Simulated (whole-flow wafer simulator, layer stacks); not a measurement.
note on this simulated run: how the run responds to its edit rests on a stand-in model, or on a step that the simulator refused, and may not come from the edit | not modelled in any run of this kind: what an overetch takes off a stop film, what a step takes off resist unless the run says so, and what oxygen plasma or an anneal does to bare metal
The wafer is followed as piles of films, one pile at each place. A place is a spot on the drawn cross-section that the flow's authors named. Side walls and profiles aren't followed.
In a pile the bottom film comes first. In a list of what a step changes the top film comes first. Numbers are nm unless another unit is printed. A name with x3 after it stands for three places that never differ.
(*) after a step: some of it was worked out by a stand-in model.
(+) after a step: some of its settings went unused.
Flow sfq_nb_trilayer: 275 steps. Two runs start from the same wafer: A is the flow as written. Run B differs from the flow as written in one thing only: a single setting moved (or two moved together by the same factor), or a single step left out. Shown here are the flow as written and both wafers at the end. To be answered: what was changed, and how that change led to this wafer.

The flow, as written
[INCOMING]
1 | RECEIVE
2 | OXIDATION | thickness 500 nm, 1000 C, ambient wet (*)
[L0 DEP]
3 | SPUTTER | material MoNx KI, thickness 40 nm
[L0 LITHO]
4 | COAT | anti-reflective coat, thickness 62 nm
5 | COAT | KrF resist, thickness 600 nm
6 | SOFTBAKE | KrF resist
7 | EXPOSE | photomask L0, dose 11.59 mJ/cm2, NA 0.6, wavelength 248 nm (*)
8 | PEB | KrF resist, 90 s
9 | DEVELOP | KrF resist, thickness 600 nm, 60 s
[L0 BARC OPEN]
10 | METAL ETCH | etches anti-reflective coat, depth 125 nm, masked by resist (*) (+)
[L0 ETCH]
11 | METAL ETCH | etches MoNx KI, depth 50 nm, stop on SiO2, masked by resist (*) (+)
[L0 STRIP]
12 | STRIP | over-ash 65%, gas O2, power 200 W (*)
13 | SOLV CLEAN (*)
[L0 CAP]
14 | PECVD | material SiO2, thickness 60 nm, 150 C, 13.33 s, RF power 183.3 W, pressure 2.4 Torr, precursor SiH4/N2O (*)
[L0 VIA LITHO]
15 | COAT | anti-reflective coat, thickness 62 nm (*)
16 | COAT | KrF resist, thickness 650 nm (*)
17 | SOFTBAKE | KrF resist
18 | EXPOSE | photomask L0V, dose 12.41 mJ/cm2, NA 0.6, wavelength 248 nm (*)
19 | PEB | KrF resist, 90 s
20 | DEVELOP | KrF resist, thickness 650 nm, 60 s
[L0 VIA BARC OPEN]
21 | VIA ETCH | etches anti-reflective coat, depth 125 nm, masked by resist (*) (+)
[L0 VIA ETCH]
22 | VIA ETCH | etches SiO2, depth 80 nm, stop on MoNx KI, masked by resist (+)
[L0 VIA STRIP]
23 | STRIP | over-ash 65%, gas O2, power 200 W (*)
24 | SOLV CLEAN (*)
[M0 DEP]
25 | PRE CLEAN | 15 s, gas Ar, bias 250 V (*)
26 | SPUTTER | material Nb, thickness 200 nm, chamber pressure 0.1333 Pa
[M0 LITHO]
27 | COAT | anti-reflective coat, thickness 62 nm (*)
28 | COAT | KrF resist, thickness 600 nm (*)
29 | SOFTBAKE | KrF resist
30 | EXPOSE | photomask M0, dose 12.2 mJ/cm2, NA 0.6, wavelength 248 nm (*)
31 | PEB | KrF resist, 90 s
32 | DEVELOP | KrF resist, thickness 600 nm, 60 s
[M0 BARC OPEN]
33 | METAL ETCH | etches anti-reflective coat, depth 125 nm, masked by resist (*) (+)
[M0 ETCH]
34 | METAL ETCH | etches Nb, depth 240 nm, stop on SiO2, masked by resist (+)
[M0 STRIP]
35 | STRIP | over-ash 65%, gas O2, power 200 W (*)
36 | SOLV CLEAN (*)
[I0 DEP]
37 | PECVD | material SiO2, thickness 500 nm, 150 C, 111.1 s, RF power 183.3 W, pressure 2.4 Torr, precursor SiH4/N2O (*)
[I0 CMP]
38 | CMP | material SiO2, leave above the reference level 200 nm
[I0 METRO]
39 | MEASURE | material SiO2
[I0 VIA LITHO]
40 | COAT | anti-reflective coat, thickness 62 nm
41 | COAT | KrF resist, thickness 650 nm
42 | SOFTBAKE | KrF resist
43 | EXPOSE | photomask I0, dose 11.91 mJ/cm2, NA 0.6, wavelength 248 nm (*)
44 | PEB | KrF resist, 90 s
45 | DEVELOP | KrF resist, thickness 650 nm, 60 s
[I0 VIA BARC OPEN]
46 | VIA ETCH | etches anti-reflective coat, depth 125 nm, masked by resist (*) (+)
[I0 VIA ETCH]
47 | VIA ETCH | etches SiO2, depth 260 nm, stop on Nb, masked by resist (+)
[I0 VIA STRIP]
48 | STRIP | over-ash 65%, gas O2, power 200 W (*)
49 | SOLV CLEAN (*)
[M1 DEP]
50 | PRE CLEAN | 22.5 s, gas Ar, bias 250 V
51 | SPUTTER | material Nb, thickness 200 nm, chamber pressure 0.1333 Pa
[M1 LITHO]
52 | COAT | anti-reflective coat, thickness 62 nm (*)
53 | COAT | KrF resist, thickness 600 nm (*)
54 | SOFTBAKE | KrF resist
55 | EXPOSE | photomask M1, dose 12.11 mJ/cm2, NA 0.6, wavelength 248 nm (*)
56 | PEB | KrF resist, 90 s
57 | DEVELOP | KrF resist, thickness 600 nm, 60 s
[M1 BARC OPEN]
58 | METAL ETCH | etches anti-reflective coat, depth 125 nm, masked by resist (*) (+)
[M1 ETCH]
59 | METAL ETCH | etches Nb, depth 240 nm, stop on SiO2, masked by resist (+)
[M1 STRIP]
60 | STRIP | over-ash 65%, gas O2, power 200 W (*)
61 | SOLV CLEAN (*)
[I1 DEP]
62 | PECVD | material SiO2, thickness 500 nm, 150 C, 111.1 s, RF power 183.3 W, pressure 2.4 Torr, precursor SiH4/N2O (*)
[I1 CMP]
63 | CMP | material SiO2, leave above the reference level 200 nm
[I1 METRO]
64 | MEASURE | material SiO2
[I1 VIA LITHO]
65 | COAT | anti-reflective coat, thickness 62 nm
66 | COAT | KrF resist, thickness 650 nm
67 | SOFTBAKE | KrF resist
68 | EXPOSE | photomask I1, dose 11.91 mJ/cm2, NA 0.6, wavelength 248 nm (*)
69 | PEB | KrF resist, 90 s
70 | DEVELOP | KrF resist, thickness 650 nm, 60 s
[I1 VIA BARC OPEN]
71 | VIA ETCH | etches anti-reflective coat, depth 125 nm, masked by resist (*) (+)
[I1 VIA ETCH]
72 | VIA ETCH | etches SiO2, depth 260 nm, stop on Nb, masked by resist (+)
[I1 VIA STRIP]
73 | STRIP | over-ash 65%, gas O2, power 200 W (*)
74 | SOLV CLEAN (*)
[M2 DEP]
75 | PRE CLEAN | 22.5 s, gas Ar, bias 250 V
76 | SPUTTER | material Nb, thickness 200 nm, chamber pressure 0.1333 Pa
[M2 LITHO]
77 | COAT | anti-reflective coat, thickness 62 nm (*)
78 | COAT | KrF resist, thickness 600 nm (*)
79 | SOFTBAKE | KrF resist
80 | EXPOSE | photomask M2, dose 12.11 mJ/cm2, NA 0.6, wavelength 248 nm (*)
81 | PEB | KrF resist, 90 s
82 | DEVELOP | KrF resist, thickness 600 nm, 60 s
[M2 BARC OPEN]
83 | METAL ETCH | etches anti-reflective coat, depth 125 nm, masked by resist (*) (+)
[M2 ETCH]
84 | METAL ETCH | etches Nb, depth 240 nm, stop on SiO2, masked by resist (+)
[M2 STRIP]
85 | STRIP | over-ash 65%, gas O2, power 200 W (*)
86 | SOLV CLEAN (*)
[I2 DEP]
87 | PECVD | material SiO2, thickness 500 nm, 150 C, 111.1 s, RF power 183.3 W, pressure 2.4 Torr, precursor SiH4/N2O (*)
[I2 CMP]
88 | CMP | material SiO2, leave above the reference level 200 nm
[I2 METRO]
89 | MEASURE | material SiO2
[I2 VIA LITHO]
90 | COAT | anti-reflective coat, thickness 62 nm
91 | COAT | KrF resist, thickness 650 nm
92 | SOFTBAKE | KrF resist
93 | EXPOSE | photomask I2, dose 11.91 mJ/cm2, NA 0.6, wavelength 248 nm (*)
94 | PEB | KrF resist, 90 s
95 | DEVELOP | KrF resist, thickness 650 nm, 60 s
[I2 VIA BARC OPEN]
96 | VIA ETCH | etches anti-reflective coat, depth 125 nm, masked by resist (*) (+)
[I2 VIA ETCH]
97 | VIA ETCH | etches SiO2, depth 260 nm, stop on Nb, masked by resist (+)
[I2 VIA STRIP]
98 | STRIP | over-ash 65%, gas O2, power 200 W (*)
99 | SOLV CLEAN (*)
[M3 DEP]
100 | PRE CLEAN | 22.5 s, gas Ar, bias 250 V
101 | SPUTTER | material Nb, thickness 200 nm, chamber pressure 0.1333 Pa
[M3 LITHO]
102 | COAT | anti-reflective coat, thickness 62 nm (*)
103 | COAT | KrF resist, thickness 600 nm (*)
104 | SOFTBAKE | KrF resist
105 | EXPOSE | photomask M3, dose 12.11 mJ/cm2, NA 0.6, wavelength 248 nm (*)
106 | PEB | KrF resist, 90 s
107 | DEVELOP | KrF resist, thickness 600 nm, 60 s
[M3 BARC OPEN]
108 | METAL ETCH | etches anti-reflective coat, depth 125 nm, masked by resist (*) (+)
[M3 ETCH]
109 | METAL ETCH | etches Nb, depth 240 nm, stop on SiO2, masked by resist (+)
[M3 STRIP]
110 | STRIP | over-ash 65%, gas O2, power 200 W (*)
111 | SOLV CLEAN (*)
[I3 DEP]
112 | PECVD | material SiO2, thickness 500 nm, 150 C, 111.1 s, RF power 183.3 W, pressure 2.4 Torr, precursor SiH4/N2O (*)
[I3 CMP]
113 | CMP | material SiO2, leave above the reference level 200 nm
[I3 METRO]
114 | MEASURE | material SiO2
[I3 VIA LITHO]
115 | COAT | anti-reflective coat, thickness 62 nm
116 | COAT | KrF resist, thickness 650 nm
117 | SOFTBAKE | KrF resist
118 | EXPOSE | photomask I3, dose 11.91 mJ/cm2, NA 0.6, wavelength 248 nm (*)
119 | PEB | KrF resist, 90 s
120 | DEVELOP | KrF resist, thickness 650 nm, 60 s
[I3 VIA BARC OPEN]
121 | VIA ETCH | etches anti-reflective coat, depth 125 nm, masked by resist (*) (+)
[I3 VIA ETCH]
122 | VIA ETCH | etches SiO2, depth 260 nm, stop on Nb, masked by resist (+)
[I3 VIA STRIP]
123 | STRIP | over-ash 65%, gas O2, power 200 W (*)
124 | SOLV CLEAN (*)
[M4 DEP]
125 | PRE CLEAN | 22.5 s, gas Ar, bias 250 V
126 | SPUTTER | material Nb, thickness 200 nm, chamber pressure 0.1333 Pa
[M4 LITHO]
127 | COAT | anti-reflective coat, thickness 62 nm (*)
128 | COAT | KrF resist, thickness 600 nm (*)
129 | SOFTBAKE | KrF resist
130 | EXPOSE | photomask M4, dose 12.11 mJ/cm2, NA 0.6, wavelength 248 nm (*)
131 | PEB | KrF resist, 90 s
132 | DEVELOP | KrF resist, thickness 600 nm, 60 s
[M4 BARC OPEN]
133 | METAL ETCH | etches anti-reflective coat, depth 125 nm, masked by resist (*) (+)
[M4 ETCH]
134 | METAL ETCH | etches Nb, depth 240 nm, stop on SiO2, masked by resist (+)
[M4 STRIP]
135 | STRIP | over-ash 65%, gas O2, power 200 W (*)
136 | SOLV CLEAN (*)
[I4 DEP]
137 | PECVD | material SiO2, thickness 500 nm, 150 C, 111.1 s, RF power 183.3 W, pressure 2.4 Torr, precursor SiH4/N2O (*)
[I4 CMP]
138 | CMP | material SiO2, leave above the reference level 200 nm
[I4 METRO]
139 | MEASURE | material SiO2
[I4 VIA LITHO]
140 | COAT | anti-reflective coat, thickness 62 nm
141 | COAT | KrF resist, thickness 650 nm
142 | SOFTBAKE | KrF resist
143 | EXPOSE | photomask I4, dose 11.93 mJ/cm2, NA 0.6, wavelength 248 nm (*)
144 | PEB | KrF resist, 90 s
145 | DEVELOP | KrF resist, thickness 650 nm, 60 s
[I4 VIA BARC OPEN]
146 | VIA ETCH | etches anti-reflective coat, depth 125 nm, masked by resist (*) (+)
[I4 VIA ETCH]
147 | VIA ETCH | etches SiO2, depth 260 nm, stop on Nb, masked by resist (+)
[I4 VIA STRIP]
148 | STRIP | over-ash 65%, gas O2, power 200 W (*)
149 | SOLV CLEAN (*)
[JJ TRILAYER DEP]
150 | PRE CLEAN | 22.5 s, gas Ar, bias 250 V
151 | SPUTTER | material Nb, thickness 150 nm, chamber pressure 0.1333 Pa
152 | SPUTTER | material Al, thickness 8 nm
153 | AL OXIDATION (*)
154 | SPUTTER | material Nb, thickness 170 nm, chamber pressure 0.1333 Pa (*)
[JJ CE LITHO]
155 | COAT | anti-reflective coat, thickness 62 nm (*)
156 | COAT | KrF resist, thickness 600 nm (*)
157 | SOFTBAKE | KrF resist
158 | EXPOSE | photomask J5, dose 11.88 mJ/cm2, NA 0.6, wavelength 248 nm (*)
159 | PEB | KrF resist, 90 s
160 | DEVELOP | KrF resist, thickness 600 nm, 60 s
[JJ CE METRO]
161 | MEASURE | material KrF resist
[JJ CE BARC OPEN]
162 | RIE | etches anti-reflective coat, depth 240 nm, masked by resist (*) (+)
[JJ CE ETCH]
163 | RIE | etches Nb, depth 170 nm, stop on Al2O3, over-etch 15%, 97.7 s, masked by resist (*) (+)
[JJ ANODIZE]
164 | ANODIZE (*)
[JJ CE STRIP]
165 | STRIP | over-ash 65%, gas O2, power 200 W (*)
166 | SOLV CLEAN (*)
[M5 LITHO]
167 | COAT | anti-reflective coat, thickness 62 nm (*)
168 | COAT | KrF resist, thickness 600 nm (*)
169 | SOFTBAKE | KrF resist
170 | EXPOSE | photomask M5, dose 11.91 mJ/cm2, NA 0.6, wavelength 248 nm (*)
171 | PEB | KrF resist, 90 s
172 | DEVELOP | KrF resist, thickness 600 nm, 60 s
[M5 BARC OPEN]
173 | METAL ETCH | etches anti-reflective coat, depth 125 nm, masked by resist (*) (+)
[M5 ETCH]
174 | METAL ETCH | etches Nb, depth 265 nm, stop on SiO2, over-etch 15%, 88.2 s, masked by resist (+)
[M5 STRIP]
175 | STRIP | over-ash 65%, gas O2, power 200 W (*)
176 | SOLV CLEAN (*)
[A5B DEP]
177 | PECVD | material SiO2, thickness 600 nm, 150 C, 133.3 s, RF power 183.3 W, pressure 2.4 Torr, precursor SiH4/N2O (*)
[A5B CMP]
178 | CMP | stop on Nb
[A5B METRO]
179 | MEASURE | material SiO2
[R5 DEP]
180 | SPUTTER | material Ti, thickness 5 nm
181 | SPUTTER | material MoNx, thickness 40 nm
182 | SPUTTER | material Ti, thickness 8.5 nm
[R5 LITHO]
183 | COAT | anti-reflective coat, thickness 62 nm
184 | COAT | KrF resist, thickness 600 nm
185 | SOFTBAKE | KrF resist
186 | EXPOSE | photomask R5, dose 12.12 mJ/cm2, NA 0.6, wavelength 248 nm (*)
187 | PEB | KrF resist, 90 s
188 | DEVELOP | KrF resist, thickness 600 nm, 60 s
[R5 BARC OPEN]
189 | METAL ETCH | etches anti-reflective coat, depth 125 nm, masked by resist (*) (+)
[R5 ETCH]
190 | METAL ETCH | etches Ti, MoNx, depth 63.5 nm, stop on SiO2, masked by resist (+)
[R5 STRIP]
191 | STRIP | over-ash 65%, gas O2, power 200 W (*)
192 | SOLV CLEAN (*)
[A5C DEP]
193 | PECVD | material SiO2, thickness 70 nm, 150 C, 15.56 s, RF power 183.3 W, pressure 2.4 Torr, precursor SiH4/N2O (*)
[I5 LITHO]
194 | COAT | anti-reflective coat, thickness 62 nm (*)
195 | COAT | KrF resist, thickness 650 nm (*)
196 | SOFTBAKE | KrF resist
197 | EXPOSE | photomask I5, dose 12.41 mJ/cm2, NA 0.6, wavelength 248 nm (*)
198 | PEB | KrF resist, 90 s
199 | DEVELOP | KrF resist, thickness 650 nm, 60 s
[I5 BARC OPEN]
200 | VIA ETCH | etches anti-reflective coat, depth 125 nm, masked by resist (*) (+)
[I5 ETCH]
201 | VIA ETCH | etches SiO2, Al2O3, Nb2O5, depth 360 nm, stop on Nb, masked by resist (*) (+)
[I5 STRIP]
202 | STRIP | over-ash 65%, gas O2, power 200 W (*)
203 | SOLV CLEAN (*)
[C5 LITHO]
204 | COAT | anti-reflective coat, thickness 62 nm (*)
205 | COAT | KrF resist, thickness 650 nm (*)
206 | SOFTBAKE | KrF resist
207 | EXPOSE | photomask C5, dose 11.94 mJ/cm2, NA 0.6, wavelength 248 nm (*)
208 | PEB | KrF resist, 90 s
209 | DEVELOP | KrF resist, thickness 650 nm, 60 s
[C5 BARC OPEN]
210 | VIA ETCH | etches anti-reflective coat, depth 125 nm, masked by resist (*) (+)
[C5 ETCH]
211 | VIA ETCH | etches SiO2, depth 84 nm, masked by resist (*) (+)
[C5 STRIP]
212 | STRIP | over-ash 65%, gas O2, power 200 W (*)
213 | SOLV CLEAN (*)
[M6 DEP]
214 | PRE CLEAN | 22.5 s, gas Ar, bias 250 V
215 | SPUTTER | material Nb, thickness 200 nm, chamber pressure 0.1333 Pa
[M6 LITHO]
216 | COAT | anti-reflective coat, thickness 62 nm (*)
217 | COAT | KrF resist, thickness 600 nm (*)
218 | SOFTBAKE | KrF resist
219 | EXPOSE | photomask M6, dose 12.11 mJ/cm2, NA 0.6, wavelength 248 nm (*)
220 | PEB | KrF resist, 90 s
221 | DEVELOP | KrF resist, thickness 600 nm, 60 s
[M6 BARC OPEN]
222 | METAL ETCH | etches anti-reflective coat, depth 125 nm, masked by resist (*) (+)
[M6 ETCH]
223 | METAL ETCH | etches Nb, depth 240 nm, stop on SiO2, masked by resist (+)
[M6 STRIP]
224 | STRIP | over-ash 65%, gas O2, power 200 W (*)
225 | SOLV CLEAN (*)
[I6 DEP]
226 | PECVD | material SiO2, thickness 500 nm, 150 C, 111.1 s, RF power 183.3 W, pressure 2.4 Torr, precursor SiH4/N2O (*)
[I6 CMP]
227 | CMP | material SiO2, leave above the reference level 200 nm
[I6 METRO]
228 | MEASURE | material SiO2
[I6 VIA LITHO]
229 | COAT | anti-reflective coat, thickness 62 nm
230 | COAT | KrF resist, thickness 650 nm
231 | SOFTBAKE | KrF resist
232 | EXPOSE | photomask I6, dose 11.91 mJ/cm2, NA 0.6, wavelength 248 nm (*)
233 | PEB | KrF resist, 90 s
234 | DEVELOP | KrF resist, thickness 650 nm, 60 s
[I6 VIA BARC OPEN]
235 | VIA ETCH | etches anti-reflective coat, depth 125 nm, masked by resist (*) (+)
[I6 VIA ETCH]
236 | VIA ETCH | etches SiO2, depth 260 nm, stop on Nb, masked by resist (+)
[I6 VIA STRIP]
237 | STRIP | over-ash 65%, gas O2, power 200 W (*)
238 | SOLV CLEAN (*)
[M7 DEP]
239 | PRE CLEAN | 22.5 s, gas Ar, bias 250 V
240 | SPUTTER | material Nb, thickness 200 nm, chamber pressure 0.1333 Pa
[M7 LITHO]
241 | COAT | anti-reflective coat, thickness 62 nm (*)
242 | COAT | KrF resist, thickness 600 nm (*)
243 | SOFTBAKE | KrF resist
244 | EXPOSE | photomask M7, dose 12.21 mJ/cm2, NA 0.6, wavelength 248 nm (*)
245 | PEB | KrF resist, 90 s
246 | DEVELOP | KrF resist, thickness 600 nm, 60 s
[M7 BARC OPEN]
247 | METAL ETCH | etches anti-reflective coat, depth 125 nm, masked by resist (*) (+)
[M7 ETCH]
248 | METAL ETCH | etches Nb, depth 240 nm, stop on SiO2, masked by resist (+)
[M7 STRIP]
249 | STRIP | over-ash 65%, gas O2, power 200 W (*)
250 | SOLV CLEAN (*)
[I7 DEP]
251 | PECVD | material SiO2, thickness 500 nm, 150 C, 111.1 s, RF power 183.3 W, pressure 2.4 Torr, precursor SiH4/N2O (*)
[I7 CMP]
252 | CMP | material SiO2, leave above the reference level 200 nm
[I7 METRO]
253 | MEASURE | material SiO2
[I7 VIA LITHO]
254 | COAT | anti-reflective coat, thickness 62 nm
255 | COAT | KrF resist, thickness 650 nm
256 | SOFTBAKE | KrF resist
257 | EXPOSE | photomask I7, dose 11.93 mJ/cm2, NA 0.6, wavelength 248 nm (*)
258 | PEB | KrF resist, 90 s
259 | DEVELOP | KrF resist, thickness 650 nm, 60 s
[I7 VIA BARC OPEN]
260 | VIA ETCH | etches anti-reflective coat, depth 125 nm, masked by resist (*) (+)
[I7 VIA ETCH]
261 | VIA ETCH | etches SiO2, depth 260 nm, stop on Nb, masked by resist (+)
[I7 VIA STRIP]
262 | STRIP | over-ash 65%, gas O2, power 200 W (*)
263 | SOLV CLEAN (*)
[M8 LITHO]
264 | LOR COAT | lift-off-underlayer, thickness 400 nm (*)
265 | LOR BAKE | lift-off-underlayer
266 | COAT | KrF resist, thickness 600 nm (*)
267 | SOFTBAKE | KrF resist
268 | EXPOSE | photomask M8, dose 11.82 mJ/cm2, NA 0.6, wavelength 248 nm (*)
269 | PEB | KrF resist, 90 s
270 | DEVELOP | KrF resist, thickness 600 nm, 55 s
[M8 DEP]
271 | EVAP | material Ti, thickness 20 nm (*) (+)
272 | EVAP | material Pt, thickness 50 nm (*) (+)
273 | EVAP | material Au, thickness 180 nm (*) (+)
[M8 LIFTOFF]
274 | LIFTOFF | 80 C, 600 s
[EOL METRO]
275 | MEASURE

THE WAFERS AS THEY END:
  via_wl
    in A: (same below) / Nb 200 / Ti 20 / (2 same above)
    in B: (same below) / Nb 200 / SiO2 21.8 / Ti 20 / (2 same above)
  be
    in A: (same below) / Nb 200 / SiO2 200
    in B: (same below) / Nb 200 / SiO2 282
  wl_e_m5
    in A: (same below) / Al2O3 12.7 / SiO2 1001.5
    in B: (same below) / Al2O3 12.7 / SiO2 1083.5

Cause: step 252, CMP: leave above the reference level 282 nm was run, while the flow as written has leave above the reference level 200 nm.
The wafer lets one read it off: be has SiO2 282, and step 252 as written asks for 200 nm.

Step by step, how the change led to this:
  252 | CMP | material SiO2, leave above the reference level 200 nm
      field_r, lsp_l: A SiO2 loses 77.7 | B nothing
      field_l, p4_fl x3, p4_w1 x9 and 46 more: A SiO2 loses 100 | B SiO2 loses 18
      (and at 45 other places as well)
  254 | COAT | anti-reflective coat, thickness 62 nm
      field_r: A anti-reflective coat gains 62 (new film) | B anti-reflective coat gains 63.5 (new film)
  261 | VIA ETCH | etches SiO2, depth 260 nm, stop on Nb, masked by resist (+)
      via_wl, via_w, via_wr: A SiO2 loses 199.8 (all of it) | B SiO2 loses 260
  262 | STRIP | over-ash 65%, gas O2, power 200 W (*)
      field_r: A KrF resist loses 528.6 (all of it), anti-reflective coat loses 62 (all of it) | B KrF resist loses 530.4 (all of it), anti-reflective coat loses 63.5 (all of it)
  264 | LOR COAT | lift-off-underlayer, thickness 400 nm (*)
      via_wl, via_wr: A lift-off-underlayer gains 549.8 (new film) | B lift-off-underlayer gains 594.8 (new film)
      v_sur: A lift-off-underlayer gains 369.4 (new film) | B lift-off-underlayer gains 360.2 (new film)
      (and at 1 other place as well)
  270 | DEVELOP | KrF resist, thickness 600 nm, 55 s
      v_sur: A KrF resist loses 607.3 (all of it), lift-off-underlayer loses 369.4 (all of it) | B KrF resist loses 609.9 (all of it), lift-off-underlayer loses 360.2 (all of it)
      via_wl: A KrF resist loses 623.9 (all of it), lift-off-underlayer loses 549.8 (all of it) | B KrF resist loses 631.4 (all of it), lift-off-underlayer loses 594.8 (all of it)
      (and at 2 other places as well)
Taking metal films that touch as one body, via_wl has 8 bodies (between them, from the top down: SiO2 21.8; SiO2 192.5; SiO2 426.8 / Al2O3 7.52 / Nb2O5 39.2; SiO2 192.5; SiO2 192.5; SiO2 192.5; SiO2 192.5); the flow as written gives 7 bodies (between them, from the top down: SiO2 192.5; SiO2 426.8 / Al2O3 7.52 / Nb2O5 39.2; SiO2 192.5; SiO2 192.5; SiO2 192.5; SiO2 192.5).
